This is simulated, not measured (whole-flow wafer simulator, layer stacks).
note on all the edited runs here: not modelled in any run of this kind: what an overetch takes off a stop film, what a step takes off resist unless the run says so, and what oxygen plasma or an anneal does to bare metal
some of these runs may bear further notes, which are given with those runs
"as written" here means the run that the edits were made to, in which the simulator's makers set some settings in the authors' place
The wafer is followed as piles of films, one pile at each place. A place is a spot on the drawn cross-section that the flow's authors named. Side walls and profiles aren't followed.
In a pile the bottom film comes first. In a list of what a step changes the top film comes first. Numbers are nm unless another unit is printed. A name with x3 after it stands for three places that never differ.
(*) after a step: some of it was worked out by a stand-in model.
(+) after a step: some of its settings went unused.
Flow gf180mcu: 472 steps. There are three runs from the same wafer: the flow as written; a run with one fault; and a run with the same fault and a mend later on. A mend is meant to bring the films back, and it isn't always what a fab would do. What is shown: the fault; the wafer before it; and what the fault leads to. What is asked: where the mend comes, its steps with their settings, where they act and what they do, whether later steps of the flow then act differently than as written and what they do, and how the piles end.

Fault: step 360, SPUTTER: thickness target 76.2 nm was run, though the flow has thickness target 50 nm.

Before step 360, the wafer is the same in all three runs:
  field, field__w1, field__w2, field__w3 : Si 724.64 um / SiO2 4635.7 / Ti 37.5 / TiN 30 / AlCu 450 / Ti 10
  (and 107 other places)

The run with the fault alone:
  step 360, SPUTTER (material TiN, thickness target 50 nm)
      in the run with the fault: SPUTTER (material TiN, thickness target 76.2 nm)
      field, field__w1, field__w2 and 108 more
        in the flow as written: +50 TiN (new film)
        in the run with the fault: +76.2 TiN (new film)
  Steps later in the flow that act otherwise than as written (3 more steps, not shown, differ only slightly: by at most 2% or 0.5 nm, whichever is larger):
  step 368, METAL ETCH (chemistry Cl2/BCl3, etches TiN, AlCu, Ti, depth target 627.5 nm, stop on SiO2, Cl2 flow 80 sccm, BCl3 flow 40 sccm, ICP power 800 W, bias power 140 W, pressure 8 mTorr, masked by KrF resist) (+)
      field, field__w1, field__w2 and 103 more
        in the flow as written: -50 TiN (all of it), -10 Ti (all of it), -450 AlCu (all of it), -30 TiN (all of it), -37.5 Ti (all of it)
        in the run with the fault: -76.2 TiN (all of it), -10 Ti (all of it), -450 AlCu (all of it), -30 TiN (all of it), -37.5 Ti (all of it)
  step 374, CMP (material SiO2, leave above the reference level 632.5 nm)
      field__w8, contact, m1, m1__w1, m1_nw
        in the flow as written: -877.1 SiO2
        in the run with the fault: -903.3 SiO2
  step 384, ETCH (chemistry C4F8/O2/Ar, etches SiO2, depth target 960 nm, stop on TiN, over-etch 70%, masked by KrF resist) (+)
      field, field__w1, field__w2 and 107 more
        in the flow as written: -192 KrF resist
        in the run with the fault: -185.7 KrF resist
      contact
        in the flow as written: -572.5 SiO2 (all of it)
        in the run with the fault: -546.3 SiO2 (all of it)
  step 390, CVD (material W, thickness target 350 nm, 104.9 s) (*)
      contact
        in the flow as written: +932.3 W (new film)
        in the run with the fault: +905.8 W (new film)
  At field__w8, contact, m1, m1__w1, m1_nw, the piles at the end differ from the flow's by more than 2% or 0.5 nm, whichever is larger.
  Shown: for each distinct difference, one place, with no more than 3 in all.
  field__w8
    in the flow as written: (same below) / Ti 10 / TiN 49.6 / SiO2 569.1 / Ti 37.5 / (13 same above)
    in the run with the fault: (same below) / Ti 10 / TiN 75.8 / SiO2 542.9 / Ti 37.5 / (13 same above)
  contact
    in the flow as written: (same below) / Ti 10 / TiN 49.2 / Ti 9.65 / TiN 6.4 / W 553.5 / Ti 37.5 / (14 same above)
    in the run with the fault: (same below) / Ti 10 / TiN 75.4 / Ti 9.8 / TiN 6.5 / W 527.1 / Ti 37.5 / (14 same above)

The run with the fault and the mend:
  The mend stands after step 360.
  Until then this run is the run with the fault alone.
  step 360a, METAL ETCH (chemistry Cl2/BCl3, etches TiN, AlCu, Ti, depth target 26.2 nm, Cl2 flow 80 sccm, BCl3 flow 40 sccm, ICP power 800 W, bias power 140 W, pressure 8 mTorr) (the flow's step 260, run once more with other settings)
      field, field__w1, field__w2 and 108 more
        -26.2 TiN
  Later steps of the flow that are run all act as written at every place that is followed.
  The piles end the same as the flow's at every place that both follow.
